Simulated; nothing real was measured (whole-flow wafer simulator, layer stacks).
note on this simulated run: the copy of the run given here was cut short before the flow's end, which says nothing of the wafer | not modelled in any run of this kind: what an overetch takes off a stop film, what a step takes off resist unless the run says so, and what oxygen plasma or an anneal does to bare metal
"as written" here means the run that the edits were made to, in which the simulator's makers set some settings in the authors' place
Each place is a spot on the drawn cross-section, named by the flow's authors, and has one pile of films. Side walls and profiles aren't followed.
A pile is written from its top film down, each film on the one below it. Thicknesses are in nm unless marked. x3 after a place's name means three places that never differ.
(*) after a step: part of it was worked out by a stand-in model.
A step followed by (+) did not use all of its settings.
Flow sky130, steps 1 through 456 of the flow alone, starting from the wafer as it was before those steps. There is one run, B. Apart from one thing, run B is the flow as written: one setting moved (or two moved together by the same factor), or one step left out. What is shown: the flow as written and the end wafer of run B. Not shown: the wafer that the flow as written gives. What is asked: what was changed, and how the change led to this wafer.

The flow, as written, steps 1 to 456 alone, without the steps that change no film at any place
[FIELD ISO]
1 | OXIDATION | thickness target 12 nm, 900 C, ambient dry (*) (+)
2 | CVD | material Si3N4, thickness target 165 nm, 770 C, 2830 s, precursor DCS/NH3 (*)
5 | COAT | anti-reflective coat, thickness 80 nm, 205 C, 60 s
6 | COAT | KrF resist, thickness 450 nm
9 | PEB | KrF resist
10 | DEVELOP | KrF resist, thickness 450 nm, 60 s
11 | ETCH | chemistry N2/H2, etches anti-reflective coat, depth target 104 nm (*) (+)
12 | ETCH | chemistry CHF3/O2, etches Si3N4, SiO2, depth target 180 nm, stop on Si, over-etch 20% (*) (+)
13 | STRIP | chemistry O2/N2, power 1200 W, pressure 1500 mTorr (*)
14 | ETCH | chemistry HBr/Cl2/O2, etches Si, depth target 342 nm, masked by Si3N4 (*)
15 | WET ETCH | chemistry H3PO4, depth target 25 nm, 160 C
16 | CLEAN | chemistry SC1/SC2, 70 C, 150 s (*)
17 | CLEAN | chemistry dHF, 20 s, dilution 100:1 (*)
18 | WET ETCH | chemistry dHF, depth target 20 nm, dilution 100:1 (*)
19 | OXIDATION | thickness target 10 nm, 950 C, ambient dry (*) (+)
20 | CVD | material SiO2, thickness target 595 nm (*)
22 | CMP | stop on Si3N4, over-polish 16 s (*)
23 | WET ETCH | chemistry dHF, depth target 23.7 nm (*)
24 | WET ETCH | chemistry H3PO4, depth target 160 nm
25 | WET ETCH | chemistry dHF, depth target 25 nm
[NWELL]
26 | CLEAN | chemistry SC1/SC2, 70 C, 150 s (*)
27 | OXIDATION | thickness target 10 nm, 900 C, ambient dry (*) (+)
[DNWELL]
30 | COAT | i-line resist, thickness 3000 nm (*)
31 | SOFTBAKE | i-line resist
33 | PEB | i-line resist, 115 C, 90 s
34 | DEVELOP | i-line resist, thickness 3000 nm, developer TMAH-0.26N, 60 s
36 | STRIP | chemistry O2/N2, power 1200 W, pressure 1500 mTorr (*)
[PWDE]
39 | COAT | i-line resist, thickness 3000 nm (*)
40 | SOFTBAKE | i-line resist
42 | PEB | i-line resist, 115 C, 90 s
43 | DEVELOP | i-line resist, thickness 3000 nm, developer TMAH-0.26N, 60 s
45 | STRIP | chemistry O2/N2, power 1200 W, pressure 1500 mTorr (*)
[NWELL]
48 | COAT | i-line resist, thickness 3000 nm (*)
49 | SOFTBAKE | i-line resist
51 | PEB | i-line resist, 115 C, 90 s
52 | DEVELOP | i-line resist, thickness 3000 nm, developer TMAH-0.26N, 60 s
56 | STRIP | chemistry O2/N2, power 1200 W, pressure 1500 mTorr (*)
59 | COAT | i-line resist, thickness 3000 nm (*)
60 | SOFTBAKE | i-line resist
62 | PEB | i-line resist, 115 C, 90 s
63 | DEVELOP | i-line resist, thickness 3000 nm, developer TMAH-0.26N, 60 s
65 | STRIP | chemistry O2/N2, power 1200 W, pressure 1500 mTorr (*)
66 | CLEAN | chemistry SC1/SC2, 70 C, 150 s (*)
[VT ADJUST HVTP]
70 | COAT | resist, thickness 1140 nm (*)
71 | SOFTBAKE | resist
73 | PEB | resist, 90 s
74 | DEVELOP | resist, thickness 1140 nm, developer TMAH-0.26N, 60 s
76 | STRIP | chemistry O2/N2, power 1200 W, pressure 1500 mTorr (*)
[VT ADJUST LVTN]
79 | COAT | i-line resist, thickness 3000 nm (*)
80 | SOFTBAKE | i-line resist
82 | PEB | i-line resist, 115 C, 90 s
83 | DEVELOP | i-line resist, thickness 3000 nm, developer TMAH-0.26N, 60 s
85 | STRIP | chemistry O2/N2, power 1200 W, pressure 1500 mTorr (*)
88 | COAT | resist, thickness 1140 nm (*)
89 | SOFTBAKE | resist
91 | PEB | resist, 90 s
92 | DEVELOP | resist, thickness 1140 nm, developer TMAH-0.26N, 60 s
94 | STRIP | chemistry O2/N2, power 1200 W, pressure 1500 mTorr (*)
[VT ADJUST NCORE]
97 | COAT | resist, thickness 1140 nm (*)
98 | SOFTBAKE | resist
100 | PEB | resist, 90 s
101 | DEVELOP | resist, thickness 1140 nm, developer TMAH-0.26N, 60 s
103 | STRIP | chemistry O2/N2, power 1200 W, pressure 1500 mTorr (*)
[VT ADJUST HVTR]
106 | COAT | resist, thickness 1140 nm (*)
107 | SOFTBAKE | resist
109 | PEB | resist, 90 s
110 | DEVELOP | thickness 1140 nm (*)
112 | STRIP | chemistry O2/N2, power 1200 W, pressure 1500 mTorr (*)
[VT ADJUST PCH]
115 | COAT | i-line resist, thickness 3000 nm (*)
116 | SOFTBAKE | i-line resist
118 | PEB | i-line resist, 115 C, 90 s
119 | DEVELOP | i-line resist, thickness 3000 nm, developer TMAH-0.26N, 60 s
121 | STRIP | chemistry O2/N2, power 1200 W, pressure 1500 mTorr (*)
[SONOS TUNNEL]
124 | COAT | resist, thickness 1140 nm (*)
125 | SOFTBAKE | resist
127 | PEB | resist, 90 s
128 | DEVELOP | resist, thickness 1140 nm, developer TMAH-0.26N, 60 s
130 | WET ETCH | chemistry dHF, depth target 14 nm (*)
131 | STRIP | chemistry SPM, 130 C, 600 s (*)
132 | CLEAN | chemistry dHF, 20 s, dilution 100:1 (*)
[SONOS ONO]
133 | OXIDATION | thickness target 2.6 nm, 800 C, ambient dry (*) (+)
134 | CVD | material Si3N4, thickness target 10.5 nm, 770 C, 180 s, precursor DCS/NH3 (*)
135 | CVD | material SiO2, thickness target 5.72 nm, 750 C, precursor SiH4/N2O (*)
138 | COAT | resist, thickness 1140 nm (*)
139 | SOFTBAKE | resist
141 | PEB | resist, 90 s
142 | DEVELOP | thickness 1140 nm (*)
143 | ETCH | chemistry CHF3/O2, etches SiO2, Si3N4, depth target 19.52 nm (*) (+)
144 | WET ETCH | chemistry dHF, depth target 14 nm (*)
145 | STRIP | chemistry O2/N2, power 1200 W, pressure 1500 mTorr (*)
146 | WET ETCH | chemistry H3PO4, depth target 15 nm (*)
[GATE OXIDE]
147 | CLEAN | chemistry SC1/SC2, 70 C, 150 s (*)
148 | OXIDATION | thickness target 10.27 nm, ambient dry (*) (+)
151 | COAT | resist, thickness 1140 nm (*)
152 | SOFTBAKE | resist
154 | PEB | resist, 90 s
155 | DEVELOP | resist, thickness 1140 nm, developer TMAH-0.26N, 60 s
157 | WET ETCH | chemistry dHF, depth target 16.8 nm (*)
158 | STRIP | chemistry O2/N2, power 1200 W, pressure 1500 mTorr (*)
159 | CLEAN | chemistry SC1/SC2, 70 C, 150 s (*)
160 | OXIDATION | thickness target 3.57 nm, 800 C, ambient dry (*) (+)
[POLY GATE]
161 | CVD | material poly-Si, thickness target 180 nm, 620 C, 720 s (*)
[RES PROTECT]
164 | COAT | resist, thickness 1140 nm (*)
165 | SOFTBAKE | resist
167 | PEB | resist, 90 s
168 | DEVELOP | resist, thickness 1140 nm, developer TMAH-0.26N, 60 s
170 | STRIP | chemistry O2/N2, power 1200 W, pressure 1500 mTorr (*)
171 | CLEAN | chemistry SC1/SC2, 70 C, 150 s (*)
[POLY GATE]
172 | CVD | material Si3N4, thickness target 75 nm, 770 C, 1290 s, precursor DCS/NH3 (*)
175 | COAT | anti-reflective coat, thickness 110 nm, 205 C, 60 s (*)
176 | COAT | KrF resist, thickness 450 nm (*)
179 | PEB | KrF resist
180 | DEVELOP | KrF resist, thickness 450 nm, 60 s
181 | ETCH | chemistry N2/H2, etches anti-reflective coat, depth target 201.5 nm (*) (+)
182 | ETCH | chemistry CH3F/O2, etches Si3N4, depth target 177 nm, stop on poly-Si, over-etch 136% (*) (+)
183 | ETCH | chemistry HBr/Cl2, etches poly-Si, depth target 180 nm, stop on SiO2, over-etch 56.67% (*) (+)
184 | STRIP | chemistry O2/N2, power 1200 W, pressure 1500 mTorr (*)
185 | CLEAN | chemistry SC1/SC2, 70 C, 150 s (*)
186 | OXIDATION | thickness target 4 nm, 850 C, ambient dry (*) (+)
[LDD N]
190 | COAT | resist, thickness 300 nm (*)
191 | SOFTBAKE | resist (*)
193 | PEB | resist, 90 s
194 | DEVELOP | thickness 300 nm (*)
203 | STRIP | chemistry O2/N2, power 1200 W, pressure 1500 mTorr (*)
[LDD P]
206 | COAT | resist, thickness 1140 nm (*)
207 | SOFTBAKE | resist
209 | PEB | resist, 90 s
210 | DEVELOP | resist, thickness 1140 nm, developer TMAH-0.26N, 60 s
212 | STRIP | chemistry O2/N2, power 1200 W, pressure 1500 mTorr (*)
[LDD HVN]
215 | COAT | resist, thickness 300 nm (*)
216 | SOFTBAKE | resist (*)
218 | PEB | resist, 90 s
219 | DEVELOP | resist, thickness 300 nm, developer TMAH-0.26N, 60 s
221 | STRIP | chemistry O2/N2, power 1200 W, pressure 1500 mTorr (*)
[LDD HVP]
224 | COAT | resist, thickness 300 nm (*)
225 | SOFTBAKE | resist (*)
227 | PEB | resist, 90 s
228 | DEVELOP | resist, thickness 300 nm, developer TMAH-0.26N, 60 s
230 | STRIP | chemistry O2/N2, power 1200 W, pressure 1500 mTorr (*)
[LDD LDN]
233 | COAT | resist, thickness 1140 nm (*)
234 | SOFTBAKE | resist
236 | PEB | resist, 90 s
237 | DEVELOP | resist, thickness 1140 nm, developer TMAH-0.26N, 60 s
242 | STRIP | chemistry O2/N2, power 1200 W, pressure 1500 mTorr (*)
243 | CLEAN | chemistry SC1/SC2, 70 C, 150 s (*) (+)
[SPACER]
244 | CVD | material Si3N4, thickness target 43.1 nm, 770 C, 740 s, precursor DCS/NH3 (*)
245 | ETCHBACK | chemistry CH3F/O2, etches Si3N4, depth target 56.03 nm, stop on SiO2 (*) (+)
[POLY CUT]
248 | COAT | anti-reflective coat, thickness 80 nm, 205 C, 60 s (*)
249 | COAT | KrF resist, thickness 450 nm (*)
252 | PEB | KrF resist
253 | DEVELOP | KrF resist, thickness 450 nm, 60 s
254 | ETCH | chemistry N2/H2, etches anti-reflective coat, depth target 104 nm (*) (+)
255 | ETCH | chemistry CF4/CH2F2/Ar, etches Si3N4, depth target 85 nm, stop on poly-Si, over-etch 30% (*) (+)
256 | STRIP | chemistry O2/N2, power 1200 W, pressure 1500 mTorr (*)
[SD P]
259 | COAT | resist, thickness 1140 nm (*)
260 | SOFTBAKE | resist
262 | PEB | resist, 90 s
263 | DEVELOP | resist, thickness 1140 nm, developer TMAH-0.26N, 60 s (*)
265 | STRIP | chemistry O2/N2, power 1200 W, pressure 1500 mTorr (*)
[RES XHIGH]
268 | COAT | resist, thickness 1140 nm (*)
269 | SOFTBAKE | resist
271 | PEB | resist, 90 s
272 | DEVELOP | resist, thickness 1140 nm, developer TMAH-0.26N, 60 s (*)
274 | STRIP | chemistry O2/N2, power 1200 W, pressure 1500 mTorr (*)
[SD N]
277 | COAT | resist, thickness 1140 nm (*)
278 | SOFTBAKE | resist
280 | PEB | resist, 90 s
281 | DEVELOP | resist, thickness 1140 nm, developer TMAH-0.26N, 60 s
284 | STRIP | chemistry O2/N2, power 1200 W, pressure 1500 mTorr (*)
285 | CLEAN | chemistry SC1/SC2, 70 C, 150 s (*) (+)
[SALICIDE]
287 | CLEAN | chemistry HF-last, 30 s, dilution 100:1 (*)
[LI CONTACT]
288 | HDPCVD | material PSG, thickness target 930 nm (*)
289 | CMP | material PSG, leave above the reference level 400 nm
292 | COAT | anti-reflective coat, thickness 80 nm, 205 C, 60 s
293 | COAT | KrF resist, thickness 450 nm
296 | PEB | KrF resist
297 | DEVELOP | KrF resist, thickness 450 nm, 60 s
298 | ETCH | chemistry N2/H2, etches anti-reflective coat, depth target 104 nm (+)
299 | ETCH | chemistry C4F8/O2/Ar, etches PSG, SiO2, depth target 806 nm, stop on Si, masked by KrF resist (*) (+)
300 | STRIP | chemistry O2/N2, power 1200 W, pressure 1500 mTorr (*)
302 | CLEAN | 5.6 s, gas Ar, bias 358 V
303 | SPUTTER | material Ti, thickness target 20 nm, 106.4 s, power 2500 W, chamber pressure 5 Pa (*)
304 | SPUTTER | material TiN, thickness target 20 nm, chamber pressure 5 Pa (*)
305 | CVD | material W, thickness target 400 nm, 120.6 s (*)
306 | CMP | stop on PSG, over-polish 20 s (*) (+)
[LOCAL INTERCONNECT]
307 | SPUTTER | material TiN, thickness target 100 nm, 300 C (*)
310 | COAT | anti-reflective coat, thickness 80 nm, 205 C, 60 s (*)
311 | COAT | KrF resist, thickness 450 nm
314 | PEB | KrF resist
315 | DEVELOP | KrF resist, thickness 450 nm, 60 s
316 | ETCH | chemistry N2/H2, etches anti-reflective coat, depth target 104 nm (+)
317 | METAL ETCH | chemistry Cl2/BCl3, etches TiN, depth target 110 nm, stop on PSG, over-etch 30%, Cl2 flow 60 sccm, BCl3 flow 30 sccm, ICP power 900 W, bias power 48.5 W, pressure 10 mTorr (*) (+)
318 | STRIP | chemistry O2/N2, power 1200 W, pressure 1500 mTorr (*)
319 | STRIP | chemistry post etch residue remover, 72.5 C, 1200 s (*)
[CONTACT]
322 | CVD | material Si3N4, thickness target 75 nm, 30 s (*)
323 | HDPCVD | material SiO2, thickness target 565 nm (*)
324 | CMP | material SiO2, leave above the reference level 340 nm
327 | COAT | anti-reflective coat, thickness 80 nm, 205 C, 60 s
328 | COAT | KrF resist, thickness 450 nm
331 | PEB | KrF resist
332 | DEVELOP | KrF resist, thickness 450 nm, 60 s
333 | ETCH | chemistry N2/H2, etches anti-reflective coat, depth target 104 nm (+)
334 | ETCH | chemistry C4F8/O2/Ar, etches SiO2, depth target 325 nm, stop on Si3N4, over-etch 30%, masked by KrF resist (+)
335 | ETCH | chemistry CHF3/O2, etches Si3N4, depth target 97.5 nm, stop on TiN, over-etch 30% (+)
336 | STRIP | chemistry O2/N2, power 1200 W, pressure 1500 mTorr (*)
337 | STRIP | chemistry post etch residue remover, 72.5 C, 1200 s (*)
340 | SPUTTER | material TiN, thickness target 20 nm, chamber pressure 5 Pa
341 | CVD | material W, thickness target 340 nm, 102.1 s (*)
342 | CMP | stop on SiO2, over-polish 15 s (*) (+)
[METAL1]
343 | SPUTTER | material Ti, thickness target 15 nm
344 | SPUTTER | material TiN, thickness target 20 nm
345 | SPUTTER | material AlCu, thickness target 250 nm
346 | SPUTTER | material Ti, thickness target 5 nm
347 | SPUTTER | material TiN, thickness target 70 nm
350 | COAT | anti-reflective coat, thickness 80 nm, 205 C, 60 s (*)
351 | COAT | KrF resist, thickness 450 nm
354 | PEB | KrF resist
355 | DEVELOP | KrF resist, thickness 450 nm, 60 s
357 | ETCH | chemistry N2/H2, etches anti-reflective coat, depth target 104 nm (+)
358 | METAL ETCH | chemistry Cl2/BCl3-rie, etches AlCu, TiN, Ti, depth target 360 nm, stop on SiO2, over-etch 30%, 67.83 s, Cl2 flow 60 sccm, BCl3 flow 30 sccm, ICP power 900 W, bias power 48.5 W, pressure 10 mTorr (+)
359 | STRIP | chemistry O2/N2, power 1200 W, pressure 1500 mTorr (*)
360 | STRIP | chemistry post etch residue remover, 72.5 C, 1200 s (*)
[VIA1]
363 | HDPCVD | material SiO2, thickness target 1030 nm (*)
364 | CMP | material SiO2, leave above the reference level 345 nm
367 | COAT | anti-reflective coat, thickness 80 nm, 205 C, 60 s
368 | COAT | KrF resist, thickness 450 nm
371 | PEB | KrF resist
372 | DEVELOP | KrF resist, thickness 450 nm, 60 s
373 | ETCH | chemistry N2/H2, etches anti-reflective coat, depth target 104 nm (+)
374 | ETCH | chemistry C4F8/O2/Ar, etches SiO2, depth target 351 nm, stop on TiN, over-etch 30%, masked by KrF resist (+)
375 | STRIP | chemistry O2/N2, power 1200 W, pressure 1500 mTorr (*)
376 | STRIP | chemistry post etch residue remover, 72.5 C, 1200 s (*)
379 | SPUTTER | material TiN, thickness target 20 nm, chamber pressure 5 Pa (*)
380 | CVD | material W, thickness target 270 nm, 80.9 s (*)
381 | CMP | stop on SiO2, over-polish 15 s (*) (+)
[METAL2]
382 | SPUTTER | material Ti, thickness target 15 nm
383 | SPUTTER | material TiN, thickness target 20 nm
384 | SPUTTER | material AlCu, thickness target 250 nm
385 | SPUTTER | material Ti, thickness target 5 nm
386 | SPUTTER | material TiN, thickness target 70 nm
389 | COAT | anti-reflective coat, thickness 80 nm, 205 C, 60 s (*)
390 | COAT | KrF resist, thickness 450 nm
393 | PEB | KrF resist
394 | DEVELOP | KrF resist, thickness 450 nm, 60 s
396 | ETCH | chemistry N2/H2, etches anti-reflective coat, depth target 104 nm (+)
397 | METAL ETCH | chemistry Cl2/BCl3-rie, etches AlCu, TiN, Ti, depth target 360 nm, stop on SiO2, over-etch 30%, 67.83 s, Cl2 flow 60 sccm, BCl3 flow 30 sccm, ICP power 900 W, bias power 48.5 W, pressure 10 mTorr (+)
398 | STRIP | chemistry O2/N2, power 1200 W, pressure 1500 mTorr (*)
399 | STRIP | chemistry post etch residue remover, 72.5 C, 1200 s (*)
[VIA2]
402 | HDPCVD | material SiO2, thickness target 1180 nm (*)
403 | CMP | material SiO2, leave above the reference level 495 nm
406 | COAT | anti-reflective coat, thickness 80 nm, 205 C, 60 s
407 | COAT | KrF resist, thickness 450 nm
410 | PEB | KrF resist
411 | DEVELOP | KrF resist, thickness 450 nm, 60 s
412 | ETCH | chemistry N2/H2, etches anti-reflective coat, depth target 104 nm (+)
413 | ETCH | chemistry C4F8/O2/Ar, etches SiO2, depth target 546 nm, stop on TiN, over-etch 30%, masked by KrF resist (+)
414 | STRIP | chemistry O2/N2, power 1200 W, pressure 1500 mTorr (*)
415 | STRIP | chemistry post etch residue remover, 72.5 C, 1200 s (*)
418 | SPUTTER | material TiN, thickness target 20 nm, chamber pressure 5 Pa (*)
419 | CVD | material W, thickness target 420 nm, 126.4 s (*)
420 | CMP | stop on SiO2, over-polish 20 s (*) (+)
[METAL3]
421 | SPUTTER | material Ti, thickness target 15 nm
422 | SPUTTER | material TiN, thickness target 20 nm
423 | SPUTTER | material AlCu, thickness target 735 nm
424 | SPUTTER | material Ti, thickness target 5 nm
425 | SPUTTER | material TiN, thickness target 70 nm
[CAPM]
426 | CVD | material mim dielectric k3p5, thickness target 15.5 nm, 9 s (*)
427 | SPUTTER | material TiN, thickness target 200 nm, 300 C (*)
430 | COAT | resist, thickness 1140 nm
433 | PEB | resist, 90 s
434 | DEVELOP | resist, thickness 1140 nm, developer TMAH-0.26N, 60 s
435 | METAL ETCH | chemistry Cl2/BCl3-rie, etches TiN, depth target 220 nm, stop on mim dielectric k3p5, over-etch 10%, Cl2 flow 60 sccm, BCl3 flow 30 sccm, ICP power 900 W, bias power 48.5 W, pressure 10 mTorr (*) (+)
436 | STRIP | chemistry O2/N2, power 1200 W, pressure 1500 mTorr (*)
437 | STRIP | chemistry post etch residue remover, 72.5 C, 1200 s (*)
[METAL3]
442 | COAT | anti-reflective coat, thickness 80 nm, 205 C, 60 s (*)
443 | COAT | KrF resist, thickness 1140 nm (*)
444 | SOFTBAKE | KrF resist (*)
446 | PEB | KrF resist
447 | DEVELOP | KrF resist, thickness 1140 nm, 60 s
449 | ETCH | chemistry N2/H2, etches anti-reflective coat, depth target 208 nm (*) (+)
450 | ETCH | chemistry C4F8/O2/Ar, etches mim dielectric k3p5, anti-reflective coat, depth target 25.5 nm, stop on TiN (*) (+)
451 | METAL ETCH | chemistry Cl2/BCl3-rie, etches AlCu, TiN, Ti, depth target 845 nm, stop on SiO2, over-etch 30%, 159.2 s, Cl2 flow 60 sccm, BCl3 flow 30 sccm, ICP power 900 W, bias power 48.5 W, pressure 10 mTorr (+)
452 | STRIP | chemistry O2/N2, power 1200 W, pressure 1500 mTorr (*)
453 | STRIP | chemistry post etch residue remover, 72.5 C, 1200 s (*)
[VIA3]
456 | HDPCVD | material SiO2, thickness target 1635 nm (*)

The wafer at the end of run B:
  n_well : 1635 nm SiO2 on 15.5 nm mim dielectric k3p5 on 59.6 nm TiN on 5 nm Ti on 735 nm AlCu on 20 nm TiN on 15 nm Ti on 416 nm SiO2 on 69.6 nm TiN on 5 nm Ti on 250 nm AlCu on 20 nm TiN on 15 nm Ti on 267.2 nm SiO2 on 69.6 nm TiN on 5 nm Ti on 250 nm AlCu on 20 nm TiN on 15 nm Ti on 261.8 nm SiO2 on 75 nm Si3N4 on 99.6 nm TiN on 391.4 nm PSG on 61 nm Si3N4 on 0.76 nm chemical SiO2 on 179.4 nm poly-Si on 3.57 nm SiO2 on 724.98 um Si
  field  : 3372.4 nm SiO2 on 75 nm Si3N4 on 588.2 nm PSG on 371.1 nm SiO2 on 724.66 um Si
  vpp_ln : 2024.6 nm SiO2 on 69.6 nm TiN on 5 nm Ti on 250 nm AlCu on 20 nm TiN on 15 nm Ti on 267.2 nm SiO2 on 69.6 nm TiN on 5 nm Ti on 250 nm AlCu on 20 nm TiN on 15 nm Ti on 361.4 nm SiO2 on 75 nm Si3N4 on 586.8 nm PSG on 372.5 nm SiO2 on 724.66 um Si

What caused this: step 425, SPUTTER: thickness target 59.6 nm was run, while the flow as written has thickness target 70 nm.
The wafer itself shows it: n_well has TiN 59.6, and step 425 as written asks for 70 nm.

Step by step, how the change led to this:
  425 | SPUTTER | material TiN, thickness target 70 nm
      field, active, n_well and 188 more: TiN gains 59.6 (new film) (in the flow as written it would be: TiN gains 70 (new film))
  451 | METAL ETCH | chemistry Cl2/BCl3-rie, etches AlCu, TiN, Ti, depth target 845 nm, stop on SiO2, over-etch 30%, 159.2 s, Cl2 flow 60 sccm, BCl3 flow 30 sccm, ICP power 900 W, bias power 48.5 W, pressure 10 mTorr (+)
      field, active, gate and 69 more: TiN loses 59.6 (all of it), Ti loses 5 (all of it), AlCu loses 735 (all of it), TiN loses 20 (all of it), Ti loses 15 (all of it), SiO2 loses 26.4 (in the flow as written it would be: TiN loses 70 (all of it), Ti loses 5 (all of it), AlCu loses 735 (all of it), TiN loses 20 (all of it), Ti loses 15 (all of it), SiO2 loses 25.4)
      vpp_ln, vpp_iso2, ndiff_ln and 10 more: TiN loses 59.6 (all of it), Ti loses 5 (all of it), AlCu loses 735 (all of it), TiN loses 20 (all of it), Ti loses 15 (all of it), SiO2 loses 26.4 (in the flow as written it would be: TiN loses 70 (all of it), Ti loses 5 (all of it), AlCu loses 735 (all of it), TiN loses 20 (all of it), Ti loses 15 (all of it), SiO2 loses 25.3)
